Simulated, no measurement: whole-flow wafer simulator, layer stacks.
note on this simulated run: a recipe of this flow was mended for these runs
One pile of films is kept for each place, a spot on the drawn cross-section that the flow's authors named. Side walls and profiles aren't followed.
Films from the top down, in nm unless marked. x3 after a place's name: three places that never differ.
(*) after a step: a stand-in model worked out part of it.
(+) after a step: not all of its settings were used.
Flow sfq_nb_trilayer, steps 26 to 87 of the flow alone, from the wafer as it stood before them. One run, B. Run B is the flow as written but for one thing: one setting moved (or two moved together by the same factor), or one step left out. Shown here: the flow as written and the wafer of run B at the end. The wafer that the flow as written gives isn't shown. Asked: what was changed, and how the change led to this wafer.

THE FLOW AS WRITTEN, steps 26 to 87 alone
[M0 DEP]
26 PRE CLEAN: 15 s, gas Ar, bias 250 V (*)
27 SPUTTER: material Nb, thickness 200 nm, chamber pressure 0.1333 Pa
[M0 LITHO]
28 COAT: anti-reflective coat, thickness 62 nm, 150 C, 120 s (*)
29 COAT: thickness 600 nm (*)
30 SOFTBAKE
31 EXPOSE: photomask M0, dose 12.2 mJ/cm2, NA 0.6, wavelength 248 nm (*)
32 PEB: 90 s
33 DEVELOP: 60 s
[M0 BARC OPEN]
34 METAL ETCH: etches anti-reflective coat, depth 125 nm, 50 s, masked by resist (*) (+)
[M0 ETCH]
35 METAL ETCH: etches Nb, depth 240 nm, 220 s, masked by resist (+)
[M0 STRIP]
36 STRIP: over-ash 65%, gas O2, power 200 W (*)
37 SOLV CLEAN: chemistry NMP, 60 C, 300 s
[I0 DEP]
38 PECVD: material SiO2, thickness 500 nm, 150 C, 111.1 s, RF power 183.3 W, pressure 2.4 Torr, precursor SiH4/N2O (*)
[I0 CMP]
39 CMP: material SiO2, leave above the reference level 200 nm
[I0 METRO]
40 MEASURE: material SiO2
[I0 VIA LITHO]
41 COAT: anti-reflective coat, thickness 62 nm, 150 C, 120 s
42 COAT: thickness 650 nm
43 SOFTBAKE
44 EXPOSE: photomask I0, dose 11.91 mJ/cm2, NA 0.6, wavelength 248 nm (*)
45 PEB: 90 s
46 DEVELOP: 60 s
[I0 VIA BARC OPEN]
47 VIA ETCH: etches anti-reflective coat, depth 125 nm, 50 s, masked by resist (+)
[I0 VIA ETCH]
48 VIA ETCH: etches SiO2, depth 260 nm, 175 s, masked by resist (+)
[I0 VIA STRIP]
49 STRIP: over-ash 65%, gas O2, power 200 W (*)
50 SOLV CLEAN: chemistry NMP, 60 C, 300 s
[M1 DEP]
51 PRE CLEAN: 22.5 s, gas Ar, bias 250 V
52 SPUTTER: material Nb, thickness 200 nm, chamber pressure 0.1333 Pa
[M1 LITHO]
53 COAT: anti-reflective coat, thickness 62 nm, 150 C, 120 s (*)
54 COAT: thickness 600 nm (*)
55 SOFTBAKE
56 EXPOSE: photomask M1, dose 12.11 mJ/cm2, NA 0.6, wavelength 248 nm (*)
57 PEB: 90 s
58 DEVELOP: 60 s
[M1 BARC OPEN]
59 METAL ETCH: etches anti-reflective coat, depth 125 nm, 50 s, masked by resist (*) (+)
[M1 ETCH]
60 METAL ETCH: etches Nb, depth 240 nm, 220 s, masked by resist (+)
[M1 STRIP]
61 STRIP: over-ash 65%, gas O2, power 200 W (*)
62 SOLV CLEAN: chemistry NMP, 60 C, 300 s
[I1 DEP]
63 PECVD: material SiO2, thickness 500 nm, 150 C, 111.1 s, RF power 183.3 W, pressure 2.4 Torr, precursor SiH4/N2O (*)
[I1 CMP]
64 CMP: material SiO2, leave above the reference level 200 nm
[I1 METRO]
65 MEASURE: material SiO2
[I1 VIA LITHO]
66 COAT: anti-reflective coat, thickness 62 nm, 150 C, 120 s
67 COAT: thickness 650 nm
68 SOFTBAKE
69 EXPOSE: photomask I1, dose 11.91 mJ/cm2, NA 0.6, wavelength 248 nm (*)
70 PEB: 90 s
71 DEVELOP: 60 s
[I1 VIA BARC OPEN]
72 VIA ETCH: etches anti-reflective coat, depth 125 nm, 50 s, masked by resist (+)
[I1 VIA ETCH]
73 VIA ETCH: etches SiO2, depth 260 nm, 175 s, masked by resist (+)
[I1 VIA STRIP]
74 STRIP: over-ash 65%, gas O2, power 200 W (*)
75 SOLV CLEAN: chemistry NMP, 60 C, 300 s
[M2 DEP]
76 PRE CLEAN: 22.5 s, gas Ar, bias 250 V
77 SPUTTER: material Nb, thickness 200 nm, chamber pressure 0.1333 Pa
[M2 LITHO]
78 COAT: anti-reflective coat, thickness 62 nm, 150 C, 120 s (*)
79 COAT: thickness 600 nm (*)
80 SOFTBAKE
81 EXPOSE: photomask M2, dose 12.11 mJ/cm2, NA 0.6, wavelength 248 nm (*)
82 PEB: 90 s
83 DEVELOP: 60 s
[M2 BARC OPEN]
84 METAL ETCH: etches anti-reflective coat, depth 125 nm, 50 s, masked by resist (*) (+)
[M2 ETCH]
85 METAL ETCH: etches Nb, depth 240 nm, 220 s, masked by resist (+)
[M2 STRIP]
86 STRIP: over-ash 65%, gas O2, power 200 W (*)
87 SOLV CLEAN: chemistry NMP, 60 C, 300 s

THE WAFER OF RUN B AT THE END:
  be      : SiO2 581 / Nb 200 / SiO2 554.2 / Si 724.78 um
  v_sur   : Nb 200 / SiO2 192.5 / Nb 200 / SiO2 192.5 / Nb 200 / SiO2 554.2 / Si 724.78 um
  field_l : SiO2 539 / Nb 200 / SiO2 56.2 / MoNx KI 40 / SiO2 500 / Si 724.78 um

The cause: step 26, PRE CLEAN: bias 175 V was run, where the flow has bias 250 V.

How the change led to this, step by step:
  26 PRE CLEAN: 15 s, gas Ar, bias 250 V (*)
      field_l, v_sur, via_wl and 102 more: SiO2 -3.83 (as written it would be: SiO2 -5)
      l0v: MoNx KI -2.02 (as written it would be: MoNx KI -2.91)
